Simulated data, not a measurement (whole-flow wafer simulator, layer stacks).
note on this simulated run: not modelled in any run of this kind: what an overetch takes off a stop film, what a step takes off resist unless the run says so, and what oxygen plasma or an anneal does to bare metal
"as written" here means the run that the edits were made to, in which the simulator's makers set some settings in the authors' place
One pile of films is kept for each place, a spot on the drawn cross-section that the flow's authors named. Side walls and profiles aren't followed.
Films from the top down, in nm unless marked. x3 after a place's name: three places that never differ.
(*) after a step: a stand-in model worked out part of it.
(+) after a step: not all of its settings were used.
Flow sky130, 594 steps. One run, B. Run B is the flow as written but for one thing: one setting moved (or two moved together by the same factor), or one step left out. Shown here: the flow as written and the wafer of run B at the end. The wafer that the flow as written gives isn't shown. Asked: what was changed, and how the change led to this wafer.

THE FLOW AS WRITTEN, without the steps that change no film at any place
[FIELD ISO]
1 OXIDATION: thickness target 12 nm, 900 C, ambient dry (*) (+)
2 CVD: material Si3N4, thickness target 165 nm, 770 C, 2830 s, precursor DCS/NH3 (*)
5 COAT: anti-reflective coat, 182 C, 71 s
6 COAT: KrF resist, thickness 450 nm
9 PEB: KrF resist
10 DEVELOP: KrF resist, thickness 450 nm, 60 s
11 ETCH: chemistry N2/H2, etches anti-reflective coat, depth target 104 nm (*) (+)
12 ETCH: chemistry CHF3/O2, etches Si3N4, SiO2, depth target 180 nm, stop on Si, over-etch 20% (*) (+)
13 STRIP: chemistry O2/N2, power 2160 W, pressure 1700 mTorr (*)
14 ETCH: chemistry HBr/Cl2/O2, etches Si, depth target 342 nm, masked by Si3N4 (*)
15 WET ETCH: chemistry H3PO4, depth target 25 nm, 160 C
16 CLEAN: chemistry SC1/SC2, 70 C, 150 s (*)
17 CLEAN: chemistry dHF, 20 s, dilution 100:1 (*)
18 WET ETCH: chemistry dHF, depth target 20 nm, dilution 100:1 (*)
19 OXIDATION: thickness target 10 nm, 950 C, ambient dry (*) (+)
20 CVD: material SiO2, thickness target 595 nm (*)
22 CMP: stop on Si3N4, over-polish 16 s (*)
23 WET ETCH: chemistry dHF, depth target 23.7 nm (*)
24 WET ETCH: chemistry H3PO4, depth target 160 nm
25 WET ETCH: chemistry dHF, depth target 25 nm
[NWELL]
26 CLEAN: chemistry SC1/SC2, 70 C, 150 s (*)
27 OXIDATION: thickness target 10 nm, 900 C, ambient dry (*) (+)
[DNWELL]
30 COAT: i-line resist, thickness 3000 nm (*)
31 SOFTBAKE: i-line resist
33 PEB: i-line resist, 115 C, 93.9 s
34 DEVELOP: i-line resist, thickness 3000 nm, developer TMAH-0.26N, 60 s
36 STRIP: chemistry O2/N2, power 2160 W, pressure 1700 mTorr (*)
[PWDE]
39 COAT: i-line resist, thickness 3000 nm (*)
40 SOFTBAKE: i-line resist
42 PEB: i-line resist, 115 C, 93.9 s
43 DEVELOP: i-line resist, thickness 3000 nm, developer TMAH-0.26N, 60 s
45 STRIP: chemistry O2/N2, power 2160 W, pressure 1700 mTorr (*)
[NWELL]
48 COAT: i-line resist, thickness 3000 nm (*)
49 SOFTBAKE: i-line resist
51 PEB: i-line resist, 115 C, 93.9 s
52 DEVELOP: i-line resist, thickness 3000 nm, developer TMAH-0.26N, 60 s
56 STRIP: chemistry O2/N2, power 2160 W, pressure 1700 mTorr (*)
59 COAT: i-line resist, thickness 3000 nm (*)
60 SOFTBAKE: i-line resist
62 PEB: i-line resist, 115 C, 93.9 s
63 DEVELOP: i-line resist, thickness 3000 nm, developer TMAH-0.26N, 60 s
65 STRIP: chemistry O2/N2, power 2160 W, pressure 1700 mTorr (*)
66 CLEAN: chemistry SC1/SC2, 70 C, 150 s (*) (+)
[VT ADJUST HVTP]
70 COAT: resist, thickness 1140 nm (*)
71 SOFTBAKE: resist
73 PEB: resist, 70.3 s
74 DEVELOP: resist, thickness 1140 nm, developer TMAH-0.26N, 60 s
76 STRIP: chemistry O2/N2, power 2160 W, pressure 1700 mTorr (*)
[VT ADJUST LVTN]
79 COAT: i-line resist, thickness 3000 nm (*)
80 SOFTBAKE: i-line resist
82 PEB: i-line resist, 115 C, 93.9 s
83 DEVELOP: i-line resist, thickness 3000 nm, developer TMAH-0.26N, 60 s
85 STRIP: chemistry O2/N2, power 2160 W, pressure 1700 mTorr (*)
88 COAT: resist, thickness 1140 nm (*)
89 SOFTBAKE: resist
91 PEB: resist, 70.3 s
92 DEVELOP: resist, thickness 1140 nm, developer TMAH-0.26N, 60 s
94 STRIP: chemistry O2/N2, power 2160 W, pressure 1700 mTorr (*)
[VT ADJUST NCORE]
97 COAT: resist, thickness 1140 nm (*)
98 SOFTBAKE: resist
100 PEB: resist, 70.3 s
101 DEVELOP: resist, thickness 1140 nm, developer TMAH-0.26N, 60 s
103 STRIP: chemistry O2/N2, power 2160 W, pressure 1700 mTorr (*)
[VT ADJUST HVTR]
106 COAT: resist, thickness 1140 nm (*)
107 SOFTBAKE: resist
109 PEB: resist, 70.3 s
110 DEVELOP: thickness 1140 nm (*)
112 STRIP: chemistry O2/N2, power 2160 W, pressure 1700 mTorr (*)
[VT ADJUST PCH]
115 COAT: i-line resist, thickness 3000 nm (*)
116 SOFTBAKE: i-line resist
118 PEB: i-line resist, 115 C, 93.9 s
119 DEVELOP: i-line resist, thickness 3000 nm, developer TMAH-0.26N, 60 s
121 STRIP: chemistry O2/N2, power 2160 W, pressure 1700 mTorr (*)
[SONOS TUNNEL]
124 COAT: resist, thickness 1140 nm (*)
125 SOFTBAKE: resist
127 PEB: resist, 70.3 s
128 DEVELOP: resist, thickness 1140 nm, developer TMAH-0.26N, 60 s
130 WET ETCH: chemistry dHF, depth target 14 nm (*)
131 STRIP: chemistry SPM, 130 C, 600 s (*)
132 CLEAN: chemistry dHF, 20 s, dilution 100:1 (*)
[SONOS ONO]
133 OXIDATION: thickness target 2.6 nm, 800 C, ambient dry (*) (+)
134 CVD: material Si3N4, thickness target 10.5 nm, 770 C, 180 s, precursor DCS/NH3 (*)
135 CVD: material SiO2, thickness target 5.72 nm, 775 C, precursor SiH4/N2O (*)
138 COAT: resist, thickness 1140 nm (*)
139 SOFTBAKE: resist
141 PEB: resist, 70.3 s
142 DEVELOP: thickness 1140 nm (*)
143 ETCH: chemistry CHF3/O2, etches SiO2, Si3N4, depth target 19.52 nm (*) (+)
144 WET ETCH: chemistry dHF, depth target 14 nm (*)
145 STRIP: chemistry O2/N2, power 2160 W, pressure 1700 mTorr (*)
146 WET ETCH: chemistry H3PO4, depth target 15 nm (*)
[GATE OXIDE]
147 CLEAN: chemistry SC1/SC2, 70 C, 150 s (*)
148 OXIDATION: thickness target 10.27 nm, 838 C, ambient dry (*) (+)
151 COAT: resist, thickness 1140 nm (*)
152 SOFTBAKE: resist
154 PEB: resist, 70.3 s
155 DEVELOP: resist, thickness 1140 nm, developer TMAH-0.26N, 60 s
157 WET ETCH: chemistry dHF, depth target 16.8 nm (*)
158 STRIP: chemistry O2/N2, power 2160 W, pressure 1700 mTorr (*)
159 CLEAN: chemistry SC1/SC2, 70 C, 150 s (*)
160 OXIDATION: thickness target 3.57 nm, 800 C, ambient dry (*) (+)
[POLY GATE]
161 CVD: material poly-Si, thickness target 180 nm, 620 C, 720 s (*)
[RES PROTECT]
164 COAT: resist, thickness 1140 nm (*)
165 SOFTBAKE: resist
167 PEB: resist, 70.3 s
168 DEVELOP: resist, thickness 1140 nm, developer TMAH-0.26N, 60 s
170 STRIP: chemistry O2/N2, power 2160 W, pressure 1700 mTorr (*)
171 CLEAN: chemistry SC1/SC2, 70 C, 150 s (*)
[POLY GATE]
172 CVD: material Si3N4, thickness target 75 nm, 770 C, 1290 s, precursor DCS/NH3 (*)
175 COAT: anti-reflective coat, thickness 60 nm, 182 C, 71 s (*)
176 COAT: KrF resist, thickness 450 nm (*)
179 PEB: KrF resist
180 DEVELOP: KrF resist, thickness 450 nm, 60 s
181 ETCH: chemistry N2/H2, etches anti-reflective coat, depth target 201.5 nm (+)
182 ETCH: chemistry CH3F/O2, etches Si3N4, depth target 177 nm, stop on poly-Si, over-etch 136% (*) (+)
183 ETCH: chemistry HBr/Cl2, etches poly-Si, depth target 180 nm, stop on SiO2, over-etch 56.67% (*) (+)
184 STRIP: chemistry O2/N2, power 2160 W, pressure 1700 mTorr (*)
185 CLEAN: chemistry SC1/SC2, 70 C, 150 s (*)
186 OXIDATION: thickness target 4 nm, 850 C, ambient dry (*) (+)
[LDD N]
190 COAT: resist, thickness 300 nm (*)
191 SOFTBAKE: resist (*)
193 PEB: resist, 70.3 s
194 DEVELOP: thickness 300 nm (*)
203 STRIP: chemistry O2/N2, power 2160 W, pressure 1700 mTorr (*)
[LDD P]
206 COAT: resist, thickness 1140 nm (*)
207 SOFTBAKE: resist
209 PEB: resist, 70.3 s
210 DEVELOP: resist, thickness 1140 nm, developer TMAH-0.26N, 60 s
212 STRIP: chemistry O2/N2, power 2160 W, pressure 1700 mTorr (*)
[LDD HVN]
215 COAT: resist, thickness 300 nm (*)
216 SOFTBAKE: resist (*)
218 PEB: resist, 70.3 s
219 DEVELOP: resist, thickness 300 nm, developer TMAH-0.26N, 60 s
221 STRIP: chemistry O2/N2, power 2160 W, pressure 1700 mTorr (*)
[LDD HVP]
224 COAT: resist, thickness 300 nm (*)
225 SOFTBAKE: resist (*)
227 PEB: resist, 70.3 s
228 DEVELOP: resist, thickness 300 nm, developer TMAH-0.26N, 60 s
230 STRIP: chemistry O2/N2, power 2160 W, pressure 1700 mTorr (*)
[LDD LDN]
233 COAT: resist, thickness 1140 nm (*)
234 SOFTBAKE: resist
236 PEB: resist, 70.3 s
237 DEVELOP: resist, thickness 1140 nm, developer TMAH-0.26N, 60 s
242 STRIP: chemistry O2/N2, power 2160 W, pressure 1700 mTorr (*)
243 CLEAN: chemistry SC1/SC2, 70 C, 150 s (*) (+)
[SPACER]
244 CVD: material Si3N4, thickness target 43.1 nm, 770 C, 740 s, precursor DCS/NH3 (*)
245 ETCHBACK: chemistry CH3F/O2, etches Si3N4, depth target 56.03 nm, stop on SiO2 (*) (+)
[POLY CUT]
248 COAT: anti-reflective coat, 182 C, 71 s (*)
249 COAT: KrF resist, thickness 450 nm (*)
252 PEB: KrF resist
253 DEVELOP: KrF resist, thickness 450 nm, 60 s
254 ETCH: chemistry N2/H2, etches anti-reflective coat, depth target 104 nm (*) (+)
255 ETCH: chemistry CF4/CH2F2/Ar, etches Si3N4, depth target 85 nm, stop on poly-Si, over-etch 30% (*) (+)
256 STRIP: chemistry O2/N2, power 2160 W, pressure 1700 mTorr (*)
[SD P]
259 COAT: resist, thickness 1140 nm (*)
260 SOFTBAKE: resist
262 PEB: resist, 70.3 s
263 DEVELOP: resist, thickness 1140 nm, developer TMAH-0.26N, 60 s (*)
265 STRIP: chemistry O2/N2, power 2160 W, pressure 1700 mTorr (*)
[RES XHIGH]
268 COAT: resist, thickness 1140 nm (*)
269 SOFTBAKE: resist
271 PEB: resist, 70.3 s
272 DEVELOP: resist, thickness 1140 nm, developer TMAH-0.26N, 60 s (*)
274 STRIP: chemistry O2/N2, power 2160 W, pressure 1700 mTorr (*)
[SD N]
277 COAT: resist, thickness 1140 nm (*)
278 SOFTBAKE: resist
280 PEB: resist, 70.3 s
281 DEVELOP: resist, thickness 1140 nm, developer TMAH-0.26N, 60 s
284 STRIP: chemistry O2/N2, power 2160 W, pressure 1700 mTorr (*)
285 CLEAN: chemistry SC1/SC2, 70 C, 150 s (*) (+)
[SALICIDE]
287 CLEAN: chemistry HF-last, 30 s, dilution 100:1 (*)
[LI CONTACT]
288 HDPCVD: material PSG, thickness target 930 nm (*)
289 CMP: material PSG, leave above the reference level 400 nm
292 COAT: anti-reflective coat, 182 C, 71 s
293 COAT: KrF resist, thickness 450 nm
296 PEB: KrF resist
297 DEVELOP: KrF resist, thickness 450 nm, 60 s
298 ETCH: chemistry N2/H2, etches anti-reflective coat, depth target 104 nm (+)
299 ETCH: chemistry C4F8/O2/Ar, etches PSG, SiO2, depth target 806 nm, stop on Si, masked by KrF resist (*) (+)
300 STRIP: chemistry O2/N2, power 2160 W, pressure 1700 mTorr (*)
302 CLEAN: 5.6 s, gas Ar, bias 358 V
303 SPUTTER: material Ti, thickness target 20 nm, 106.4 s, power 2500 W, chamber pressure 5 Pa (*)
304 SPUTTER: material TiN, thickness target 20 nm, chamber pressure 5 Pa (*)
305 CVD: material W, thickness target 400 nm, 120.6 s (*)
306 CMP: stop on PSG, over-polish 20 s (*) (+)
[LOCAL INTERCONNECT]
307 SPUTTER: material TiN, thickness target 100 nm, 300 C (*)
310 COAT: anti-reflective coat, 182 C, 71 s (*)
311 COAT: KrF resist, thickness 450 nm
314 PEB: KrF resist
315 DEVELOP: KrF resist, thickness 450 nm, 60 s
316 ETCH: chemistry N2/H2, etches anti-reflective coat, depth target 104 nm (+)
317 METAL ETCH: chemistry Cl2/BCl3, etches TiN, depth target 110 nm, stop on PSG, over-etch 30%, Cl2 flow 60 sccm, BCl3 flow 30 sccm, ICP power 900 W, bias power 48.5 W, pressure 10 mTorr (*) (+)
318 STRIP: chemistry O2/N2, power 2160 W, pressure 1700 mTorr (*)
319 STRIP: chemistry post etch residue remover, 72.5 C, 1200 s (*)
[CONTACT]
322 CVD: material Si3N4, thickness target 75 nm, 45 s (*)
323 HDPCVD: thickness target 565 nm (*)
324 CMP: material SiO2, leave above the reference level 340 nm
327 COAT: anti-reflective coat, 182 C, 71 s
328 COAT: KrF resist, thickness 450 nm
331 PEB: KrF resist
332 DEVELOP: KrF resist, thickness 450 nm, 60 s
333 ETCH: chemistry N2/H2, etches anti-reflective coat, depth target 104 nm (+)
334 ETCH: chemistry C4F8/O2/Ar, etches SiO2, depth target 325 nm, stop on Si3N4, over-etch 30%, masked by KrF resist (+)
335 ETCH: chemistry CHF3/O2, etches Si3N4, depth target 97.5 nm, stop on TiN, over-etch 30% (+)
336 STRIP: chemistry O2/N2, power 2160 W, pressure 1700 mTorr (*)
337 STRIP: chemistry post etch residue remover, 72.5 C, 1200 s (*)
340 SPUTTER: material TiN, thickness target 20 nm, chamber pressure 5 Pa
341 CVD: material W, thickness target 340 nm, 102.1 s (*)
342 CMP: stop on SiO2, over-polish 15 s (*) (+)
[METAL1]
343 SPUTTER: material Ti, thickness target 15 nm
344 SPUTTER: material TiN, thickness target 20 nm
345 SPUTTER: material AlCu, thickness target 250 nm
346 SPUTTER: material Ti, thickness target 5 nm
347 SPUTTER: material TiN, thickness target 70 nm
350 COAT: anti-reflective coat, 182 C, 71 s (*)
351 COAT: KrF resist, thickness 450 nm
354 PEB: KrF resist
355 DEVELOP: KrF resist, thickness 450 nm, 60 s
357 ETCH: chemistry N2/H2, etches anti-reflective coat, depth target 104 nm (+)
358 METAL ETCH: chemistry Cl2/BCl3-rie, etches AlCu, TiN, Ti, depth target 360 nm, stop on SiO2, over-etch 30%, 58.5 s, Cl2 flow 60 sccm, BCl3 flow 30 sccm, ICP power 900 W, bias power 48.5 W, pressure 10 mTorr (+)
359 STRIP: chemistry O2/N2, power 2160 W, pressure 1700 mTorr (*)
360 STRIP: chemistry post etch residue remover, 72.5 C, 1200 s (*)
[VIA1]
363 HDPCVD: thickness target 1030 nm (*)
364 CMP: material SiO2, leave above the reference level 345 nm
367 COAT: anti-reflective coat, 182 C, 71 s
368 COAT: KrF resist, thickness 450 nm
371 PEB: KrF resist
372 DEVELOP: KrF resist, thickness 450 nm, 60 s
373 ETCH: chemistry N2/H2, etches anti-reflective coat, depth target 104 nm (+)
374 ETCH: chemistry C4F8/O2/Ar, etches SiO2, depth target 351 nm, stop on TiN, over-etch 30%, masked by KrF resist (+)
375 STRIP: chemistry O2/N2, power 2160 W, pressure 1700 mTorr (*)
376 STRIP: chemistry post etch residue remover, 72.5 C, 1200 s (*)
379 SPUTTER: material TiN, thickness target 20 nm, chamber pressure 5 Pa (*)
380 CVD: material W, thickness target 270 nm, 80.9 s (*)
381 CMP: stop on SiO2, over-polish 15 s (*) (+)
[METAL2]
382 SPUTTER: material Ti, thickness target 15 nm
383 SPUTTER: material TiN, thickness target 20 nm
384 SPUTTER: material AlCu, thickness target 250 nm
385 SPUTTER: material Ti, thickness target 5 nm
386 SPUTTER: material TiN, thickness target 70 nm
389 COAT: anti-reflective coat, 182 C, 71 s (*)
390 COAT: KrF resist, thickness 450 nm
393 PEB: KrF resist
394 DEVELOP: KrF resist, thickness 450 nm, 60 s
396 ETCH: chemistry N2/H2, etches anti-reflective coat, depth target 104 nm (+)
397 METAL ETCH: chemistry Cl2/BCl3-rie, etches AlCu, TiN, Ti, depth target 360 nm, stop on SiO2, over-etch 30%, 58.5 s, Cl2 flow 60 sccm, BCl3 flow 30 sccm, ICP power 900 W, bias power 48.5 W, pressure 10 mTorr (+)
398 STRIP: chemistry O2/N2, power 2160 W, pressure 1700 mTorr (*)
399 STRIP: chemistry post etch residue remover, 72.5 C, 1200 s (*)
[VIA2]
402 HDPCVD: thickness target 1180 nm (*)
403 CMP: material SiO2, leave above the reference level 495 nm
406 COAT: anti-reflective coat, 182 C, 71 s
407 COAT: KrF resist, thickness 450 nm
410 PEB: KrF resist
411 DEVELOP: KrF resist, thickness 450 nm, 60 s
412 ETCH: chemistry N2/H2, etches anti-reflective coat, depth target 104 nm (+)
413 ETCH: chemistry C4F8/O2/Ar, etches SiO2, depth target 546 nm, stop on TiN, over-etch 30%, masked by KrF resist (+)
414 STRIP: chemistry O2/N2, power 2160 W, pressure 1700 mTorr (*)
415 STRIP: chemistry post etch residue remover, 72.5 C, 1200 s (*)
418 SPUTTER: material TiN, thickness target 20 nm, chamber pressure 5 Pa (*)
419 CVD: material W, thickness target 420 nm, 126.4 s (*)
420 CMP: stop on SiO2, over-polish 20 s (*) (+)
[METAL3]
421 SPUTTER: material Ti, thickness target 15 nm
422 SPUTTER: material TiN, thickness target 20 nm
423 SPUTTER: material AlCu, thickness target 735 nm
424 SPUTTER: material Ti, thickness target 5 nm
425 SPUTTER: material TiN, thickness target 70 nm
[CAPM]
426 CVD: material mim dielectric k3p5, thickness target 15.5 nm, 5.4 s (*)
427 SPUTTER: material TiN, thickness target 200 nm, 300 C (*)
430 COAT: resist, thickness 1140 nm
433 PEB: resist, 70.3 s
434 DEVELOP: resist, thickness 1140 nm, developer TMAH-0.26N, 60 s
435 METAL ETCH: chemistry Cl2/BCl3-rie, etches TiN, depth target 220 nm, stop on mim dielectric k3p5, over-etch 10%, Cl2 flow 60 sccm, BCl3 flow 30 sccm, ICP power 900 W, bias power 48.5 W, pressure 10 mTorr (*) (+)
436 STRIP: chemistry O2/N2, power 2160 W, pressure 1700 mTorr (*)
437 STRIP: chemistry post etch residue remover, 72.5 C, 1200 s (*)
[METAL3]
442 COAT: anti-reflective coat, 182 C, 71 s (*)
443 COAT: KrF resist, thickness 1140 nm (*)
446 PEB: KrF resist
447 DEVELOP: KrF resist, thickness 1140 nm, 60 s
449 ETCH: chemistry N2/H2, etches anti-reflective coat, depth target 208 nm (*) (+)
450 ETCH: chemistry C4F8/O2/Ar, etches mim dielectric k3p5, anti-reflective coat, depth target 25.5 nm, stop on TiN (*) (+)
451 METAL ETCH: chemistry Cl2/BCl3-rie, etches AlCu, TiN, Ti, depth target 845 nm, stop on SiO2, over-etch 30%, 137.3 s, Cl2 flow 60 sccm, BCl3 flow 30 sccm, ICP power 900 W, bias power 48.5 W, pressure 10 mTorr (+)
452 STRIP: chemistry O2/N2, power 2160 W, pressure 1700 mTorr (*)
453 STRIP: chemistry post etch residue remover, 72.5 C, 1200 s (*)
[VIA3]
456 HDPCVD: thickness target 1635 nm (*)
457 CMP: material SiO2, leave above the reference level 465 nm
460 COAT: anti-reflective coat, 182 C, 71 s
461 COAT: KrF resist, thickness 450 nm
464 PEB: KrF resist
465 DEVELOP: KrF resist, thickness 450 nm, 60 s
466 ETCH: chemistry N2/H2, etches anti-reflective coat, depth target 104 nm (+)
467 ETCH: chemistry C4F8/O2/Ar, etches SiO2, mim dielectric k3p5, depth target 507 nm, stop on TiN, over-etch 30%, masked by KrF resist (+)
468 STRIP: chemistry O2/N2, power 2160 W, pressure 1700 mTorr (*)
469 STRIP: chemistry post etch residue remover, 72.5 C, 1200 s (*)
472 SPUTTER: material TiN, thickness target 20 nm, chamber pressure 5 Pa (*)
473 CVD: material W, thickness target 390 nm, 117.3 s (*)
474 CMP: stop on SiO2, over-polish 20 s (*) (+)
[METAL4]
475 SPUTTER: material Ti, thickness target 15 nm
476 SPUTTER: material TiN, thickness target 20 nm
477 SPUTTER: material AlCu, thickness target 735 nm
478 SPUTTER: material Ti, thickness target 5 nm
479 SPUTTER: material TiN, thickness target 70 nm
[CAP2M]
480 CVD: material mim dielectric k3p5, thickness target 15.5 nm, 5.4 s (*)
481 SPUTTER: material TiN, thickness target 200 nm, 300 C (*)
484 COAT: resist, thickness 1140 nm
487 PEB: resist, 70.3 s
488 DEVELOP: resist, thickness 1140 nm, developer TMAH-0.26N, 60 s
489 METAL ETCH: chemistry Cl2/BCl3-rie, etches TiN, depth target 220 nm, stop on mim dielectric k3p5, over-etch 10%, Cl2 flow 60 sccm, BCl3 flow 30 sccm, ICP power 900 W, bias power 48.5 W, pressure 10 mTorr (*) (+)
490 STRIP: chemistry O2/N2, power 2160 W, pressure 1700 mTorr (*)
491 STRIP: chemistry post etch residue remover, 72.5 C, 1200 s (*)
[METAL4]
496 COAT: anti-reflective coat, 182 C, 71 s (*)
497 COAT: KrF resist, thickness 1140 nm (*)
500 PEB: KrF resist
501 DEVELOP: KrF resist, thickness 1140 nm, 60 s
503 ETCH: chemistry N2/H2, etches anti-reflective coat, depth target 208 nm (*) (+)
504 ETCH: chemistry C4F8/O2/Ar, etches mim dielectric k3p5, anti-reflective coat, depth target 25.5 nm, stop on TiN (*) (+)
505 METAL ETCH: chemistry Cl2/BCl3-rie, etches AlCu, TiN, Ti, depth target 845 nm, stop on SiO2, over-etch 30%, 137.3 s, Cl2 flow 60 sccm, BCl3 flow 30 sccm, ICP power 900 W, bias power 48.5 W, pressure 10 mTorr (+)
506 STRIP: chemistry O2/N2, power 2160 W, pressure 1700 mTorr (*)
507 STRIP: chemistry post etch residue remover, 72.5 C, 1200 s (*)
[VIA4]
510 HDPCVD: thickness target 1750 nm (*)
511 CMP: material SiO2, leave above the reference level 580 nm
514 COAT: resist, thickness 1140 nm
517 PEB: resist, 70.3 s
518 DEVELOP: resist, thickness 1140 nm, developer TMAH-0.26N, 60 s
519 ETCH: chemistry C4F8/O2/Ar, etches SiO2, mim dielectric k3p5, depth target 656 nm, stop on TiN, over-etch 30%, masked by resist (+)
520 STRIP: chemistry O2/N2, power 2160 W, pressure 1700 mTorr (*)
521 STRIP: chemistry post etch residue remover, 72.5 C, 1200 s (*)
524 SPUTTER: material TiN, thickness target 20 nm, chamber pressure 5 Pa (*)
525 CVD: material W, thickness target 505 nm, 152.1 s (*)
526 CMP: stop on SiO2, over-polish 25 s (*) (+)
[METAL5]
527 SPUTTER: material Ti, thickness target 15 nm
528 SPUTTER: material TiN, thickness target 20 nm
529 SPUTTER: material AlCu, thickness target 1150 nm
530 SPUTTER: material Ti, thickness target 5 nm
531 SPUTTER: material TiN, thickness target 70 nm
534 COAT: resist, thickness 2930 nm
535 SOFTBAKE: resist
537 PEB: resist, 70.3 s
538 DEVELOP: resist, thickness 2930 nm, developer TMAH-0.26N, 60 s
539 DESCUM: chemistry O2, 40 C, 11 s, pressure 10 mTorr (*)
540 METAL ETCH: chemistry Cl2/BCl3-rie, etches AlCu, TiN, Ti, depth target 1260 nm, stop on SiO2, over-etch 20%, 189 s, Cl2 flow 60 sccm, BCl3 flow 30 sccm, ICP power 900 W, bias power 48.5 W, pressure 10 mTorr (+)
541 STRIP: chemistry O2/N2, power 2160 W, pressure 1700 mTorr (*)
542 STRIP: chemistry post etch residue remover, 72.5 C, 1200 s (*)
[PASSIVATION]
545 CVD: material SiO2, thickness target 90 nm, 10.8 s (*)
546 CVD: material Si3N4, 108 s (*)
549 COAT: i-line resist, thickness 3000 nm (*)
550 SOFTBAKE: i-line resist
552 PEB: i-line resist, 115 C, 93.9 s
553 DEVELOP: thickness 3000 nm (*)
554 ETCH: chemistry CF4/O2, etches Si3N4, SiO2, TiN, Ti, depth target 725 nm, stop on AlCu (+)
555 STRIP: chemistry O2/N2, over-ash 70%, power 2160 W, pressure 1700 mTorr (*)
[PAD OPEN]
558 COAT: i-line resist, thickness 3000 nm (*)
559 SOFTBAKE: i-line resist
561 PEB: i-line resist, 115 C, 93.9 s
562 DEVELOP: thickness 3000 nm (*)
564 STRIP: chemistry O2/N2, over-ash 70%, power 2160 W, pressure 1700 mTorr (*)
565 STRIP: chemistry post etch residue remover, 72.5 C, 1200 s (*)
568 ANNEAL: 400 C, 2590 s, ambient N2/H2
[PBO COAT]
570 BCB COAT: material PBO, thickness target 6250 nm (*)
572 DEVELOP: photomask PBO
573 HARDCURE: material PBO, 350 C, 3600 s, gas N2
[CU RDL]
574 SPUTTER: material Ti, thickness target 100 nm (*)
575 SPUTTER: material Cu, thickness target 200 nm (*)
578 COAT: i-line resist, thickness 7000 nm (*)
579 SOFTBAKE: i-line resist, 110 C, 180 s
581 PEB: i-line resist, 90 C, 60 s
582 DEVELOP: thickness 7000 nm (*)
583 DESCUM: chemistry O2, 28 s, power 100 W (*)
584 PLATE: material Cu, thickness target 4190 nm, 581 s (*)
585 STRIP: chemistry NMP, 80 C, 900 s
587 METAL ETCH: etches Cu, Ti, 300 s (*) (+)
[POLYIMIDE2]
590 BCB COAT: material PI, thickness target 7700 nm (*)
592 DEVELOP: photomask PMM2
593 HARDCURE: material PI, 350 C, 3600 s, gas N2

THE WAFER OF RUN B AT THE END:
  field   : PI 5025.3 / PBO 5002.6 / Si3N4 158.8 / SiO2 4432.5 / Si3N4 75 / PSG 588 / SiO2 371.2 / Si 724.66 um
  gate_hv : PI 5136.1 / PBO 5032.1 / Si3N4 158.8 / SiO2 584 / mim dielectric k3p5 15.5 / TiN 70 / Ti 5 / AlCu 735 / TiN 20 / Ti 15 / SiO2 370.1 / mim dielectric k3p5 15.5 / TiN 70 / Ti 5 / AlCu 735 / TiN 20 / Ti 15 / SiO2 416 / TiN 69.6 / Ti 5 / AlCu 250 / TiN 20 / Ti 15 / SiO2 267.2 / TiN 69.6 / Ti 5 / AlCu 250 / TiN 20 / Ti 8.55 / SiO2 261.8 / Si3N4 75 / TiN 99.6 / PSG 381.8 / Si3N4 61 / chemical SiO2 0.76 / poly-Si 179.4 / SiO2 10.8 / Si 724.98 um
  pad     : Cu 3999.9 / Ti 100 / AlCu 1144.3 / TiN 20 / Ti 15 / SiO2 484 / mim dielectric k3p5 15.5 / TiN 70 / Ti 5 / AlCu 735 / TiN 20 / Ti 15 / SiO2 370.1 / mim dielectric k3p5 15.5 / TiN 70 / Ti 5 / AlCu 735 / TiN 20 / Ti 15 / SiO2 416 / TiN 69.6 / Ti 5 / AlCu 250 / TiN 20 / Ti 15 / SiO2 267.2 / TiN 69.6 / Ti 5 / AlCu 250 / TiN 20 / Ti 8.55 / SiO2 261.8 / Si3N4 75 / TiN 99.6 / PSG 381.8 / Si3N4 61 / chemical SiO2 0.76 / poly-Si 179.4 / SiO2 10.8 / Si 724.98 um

The cause: step 343, SPUTTER: thickness target 8.55 nm was run, where the flow has thickness target 15 nm.
It can be read off the wafer: gate_hv has Ti 8.55, and step 343 as written asks for 15 nm.

How the change led to this, step by step:
  343 SPUTTER: material Ti, thickness target 15 nm
      field, active, n_well and 188 more: Ti +8.55 (new film) (as written it would be: Ti +15 (new film))
  358 METAL ETCH: chemistry Cl2/BCl3-rie, etches AlCu, TiN, Ti, depth target 360 nm, stop on SiO2, over-etch 30%, 58.5 s, Cl2 flow 60 sccm, BCl3 flow 30 sccm, ICP power 900 W, bias power 48.5 W, pressure 10 mTorr (+)
      field, active, gate and 81 more: TiN -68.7 (all of it), Ti -5 (all of it), AlCu -250 (all of it), TiN -20 (all of it), Ti -8.55 (all of it), SiO2 -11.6 (as written it would be: TiN -68.7 (all of it), Ti -5 (all of it), AlCu -250 (all of it), TiN -20 (all of it), Ti -15 (all of it), SiO2 -10.9)
